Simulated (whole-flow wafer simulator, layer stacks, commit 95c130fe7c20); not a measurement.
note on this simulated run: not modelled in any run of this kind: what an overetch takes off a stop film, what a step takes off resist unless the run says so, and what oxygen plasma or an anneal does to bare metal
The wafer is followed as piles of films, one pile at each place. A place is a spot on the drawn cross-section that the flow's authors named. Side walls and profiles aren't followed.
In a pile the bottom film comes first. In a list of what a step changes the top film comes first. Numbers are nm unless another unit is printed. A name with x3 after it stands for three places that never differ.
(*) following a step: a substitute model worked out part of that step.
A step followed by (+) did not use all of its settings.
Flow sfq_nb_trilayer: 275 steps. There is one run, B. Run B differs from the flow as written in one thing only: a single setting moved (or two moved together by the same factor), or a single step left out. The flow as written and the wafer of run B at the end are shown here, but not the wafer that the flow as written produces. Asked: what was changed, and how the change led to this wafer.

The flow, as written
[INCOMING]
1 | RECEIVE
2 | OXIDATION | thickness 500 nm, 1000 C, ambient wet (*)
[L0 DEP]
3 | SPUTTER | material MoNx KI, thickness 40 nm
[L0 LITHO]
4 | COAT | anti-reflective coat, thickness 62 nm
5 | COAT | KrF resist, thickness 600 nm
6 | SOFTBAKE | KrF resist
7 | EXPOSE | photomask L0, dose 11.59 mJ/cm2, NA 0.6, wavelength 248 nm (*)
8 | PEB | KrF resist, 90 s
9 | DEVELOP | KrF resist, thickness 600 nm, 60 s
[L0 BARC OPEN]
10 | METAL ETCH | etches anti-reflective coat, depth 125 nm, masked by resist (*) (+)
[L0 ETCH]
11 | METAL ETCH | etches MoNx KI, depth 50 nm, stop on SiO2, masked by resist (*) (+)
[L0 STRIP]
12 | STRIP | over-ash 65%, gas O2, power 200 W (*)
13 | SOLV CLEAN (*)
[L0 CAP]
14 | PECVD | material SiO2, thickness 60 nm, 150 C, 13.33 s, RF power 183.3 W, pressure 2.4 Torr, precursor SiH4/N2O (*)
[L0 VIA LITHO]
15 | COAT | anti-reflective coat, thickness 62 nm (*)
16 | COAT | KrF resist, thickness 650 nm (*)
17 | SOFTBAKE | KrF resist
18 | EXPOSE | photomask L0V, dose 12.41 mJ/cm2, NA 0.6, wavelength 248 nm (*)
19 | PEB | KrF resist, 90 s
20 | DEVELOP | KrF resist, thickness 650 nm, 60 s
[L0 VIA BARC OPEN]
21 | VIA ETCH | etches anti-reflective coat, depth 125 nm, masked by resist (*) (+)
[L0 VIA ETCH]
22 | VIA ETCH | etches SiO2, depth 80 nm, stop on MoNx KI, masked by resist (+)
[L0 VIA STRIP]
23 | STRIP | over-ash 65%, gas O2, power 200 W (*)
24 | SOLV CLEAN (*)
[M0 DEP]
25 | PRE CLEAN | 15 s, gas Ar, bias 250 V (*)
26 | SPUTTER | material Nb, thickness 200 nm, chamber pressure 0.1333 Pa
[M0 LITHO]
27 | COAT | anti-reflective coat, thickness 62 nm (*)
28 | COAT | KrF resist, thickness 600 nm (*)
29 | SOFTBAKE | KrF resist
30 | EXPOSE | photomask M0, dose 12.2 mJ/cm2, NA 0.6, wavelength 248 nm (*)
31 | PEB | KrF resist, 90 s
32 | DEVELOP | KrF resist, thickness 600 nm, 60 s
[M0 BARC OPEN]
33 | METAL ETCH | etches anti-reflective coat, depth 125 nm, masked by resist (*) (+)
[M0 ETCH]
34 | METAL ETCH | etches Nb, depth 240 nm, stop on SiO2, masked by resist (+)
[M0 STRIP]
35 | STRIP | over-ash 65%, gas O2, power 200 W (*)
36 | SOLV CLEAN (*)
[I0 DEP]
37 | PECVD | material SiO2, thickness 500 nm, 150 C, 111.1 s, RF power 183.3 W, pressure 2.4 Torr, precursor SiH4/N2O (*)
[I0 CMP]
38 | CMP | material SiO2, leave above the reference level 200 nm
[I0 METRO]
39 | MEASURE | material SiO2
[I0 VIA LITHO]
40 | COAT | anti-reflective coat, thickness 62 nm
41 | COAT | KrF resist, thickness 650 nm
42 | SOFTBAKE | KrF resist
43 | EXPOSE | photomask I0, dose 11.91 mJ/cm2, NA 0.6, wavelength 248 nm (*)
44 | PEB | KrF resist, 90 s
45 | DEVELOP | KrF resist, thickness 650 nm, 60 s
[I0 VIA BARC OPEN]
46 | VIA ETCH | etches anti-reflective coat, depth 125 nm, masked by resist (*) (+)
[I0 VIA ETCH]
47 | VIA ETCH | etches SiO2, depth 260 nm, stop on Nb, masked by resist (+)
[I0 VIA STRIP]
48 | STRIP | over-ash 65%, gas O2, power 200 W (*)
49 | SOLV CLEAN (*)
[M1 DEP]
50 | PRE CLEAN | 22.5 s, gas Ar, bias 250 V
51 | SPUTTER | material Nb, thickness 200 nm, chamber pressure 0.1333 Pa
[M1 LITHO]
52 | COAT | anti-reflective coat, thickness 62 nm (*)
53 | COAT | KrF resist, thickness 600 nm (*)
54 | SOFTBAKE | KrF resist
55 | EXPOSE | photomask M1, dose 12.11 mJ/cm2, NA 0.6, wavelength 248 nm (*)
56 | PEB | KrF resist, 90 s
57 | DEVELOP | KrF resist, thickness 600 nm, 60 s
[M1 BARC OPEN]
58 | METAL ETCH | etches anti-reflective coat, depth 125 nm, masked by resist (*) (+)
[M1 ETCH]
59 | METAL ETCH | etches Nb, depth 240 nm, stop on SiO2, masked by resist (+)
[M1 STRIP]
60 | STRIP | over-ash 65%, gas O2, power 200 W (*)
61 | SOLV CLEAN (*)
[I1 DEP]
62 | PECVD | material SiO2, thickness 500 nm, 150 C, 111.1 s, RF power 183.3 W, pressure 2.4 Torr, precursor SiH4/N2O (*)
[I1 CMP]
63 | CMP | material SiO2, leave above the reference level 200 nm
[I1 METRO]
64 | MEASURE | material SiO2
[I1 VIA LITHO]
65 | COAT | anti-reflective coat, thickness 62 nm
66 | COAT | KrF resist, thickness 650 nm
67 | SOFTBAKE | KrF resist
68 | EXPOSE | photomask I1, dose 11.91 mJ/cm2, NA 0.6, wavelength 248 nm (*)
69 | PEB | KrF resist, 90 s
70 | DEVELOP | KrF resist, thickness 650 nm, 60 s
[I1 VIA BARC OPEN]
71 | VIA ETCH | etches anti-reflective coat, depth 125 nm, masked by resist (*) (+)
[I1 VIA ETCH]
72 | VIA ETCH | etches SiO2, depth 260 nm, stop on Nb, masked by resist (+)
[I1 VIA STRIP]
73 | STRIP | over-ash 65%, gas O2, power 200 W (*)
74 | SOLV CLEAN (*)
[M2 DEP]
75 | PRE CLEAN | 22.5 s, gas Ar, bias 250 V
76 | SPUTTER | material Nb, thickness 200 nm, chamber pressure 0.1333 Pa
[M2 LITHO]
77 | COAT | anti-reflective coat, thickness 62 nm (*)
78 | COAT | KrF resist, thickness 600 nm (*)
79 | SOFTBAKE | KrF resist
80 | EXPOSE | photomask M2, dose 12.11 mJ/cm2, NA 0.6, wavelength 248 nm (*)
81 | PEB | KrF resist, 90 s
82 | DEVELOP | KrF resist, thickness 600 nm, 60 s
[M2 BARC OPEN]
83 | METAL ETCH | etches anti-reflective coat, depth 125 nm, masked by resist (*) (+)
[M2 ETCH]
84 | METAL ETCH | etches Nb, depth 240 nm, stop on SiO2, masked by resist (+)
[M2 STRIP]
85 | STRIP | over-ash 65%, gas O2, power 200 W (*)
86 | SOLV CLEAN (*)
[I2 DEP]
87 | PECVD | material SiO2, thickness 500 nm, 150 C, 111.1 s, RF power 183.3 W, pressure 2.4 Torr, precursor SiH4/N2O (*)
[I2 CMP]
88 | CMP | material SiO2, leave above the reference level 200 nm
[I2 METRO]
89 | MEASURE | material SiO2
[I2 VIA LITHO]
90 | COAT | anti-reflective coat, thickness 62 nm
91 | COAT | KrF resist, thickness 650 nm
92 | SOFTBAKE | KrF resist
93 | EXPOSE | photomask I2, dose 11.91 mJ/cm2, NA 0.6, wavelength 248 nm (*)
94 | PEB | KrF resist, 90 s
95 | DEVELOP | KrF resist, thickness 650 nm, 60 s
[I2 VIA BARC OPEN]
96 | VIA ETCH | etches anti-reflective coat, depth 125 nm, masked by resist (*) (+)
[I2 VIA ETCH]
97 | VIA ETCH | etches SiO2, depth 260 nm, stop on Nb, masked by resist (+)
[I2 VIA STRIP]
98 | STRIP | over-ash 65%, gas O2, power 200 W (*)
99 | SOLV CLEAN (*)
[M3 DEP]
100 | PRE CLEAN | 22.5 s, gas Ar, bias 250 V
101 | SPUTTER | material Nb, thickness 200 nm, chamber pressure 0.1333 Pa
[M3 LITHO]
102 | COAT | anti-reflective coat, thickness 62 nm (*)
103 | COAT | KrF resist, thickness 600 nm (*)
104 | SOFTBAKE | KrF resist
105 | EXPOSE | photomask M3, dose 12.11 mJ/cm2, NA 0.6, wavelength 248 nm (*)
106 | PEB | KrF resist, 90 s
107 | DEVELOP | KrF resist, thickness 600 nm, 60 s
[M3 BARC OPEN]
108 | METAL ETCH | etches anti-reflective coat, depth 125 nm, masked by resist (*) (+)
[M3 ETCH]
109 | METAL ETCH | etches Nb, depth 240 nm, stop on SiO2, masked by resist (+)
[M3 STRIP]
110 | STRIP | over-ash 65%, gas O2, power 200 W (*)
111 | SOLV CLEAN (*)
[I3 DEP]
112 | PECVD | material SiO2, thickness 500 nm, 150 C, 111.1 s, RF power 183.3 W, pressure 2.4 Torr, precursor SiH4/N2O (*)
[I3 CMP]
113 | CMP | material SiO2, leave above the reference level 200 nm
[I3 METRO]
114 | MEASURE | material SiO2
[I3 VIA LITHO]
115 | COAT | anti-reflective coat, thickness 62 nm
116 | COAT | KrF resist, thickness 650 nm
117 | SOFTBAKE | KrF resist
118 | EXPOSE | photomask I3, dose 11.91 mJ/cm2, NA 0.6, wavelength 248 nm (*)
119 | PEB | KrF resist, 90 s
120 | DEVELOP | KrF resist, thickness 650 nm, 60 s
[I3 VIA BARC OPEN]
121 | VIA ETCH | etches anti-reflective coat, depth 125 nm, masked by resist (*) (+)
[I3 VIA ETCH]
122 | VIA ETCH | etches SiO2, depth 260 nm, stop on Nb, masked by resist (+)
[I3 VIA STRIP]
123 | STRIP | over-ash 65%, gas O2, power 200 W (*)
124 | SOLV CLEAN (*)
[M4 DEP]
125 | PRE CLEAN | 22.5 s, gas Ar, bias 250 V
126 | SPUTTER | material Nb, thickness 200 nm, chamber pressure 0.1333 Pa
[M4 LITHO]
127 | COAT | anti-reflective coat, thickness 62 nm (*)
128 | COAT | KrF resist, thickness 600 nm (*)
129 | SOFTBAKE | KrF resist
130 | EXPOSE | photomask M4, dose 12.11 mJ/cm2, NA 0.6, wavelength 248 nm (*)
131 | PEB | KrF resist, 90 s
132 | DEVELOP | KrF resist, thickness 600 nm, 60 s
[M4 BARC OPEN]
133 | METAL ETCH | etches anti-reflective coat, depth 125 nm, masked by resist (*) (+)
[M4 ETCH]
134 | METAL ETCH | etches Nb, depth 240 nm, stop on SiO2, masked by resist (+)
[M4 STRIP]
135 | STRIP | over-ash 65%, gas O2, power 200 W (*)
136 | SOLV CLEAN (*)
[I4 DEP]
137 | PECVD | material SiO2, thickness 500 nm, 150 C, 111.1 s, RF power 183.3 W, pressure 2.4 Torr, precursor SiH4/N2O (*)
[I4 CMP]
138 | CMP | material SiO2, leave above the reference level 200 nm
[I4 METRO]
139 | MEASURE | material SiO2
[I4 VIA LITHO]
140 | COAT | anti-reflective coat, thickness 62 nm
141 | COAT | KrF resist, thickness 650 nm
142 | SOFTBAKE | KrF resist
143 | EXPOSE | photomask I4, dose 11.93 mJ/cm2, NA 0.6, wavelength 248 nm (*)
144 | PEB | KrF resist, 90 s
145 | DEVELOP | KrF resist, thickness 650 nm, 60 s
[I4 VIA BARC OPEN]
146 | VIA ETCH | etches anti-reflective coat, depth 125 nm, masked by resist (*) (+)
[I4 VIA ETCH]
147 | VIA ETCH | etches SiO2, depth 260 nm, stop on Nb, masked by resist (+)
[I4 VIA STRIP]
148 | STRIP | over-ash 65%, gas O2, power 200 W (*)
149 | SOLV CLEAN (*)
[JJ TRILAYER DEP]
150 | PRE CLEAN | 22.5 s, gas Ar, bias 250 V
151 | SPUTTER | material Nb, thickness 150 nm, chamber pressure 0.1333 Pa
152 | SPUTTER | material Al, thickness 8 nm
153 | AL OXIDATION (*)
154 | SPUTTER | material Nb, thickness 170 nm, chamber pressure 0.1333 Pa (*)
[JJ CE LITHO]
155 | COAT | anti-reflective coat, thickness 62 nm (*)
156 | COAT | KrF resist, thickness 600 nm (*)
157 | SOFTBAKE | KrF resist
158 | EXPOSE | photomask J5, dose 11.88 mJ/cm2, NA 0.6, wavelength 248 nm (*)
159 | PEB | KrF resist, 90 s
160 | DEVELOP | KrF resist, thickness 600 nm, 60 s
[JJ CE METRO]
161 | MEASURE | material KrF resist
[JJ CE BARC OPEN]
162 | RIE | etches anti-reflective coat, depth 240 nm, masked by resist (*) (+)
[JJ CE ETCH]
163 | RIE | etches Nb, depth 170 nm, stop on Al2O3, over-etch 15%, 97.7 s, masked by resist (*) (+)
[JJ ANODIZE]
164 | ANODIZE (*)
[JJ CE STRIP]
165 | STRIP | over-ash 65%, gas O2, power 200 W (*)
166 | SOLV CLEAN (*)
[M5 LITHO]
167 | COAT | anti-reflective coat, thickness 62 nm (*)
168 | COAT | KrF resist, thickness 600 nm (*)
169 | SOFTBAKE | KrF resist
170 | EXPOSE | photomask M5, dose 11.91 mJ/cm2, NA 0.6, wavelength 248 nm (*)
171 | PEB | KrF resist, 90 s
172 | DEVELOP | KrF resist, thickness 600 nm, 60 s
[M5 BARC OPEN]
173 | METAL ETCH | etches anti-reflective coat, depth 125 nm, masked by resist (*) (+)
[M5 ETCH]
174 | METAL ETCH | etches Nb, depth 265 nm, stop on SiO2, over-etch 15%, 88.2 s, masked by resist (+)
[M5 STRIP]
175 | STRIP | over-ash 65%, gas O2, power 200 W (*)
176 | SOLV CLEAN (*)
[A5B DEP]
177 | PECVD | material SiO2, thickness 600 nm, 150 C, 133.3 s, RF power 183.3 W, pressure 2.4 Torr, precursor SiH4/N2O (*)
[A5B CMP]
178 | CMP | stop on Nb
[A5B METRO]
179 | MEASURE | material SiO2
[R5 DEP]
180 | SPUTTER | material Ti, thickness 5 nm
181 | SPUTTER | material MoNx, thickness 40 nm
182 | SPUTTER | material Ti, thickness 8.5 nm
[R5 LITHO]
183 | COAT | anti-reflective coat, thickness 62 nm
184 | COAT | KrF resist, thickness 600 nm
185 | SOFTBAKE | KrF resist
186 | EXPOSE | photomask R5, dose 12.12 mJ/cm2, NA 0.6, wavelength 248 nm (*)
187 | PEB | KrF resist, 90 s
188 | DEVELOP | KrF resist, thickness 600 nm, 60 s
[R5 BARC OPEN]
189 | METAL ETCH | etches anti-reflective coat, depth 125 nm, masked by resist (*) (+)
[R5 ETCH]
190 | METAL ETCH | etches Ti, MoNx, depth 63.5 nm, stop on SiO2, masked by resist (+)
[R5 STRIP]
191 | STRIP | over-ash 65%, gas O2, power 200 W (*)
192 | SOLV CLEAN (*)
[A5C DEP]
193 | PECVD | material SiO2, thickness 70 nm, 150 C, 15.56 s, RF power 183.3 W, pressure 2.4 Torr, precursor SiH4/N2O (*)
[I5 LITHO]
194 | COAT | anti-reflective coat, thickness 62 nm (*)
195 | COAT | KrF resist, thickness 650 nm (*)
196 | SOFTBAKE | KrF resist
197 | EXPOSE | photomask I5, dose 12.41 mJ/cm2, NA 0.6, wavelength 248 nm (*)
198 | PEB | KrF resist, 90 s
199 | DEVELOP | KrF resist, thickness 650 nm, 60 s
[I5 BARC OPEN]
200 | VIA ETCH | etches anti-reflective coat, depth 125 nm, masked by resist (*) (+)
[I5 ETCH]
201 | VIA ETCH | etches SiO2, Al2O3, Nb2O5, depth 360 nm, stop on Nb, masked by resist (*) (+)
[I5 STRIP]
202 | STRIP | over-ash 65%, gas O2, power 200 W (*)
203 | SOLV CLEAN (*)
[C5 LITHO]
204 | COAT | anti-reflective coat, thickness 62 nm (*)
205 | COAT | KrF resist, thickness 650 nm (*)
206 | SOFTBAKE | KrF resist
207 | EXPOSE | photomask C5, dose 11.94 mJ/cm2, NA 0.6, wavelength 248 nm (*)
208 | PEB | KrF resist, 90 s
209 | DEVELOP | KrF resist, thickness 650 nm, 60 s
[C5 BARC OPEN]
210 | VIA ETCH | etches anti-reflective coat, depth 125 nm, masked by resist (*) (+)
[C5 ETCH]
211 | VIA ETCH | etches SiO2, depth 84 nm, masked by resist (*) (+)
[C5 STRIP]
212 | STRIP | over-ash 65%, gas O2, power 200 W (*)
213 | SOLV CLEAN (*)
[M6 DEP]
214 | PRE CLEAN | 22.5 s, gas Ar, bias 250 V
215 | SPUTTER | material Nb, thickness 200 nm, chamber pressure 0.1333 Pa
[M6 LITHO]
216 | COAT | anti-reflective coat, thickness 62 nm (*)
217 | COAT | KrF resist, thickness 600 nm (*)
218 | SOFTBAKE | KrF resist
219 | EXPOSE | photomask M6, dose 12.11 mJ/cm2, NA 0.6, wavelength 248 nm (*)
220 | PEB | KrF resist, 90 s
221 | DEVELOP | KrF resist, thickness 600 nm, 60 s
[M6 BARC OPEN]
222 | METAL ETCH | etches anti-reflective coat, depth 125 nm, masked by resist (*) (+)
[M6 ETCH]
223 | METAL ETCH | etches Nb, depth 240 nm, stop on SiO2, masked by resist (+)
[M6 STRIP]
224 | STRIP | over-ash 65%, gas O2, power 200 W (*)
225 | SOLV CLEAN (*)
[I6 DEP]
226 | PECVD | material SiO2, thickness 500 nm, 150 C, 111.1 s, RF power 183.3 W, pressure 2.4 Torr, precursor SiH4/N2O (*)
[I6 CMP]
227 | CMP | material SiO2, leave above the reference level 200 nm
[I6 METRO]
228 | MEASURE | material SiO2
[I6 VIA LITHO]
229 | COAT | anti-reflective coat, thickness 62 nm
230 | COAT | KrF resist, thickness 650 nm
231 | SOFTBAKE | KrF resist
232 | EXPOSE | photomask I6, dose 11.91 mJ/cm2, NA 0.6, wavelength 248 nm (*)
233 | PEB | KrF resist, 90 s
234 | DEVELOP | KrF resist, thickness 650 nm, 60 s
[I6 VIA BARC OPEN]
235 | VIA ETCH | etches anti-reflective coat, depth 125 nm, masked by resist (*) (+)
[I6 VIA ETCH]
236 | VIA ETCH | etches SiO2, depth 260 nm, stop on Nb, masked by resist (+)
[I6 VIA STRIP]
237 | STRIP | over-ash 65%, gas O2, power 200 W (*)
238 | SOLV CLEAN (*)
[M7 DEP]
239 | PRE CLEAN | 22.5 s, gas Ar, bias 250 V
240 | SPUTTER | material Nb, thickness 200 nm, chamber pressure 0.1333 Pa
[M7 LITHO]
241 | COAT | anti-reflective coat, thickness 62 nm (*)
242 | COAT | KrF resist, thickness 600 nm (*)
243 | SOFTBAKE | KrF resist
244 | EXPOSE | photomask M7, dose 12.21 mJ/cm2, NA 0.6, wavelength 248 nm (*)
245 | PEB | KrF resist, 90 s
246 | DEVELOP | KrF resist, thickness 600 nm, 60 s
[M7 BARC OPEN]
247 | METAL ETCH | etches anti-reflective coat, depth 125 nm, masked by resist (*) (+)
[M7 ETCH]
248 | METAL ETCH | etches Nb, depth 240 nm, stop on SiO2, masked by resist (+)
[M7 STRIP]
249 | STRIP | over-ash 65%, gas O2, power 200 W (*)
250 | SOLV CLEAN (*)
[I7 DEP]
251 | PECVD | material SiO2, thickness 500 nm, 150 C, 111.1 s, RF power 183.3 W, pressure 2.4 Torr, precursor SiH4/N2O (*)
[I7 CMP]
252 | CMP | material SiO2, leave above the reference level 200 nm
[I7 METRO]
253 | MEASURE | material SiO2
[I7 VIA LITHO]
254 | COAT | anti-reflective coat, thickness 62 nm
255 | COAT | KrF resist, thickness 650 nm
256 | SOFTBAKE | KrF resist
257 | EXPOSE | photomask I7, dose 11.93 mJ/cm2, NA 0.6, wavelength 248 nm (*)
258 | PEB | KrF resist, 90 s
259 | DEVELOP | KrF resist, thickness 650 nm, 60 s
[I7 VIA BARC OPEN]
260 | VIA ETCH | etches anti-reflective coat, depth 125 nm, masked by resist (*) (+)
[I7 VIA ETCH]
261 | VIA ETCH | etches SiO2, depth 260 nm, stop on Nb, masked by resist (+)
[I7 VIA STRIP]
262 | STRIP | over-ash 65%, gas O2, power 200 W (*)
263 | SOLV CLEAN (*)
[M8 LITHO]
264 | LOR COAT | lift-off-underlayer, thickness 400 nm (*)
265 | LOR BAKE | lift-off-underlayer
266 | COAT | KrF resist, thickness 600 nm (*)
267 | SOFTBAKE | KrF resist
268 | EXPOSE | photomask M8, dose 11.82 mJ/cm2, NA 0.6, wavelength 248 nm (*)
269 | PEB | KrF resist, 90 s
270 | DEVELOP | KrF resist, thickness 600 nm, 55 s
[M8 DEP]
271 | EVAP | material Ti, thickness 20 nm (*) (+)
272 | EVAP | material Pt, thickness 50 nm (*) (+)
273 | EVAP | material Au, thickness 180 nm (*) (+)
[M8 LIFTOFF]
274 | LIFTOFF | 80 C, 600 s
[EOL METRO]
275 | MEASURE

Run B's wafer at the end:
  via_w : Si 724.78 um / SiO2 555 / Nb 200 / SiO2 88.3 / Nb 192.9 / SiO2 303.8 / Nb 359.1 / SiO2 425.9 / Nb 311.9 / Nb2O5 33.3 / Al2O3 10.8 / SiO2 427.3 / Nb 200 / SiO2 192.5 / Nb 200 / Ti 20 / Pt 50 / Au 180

The reason: step 47, VIA ETCH: depth 104 nm was run, though the flow has depth 260 nm.

The path from the change to this, step by step:
  47 | VIA ETCH | etches SiO2, depth 260 nm, stop on Nb, masked by resist (+)
      via_w: SiO2 loses 104 (as written it would have been: SiO2 loses 199.8 (all of it))
      field_l, v_sur, via_wl and 102 more: KrF resist loses 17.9 (as written it would have been: KrF resist loses 44.8)
  48 | STRIP | over-ash 65%, gas O2, power 200 W (*)
      field_l, v_sur, via_wl and 102 more: KrF resist loses 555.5 (all of it), anti-reflective coat loses 62 (all of it) (as written it would have been: KrF resist loses 528.6 (all of it), anti-reflective coat loses 62 (all of it))
  50 | PRE CLEAN | 22.5 s, gas Ar, bias 250 V
      via_w: SiO2 loses 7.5 (as written it would have been: Nb loses 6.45)
  51 | SPUTTER | material Nb, thickness 200 nm, chamber pressure 0.1333 Pa
      via_w: Nb gains 192.9 (new film) (as written it would have been: Nb gains 174.5)
  52 | COAT | anti-reflective coat, thickness 62 nm (*)
      v_sur: anti-reflective coat gains 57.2 (new film) (as written it would have been: anti-reflective coat gains 61.1 (new film))
      via_w: anti-reflective coat gains 105.1 (new film) (as written it would have been: anti-reflective coat gains 123.1 (new film))
      (and at 1 other place as well)
  53 | COAT | KrF resist, thickness 600 nm (*)
      via_w: KrF resist gains 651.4 (new film) (as written it would have been: KrF resist gains 731.8 (new film))
  60 | STRIP | over-ash 65%, gas O2, power 200 W (*)
      v_sur: KrF resist loses 377.1 (all of it), anti-reflective coat loses 57.2 (all of it) (as written it would have been: KrF resist loses 365.9 (all of it), anti-reflective coat loses 61.1 (all of it))
      via_wl: KrF resist loses 396 (all of it), anti-reflective coat loses 34.4 (all of it) (as written it would have been: KrF resist loses 385.5 (all of it), anti-reflective coat loses 33.8 (all of it))
      (and at 3 other places as well)
  62 | PECVD | material SiO2, thickness 500 nm, 150 C, 111.1 s, RF power 183.3 W, pressure 2.4 Torr, precursor SiH4/N2O (*)
      via_w: SiO2 gains 500 (new film) (as written it would have been: SiO2 gains 606 (new film))
  63 | CMP | material SiO2, leave above the reference level 200 nm
      via_w: SiO2 loses 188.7 (as written it would have been: SiO2 loses 181.6)
Taking metal films that touch as one body, via_w has 6 bodies (between them, from the top down: SiO2 192.5; SiO2 427.3 / Al2O3 10.8 / Nb2O5 33.3; SiO2 425.9; SiO2 303.8; SiO2 88.3); the flow as written gives 5 bodies (between them, from the top down: SiO2 192.5; SiO2 427.3 / Al2O3 10.8 / Nb2O5 33.3; SiO2 425.9; SiO2 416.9).
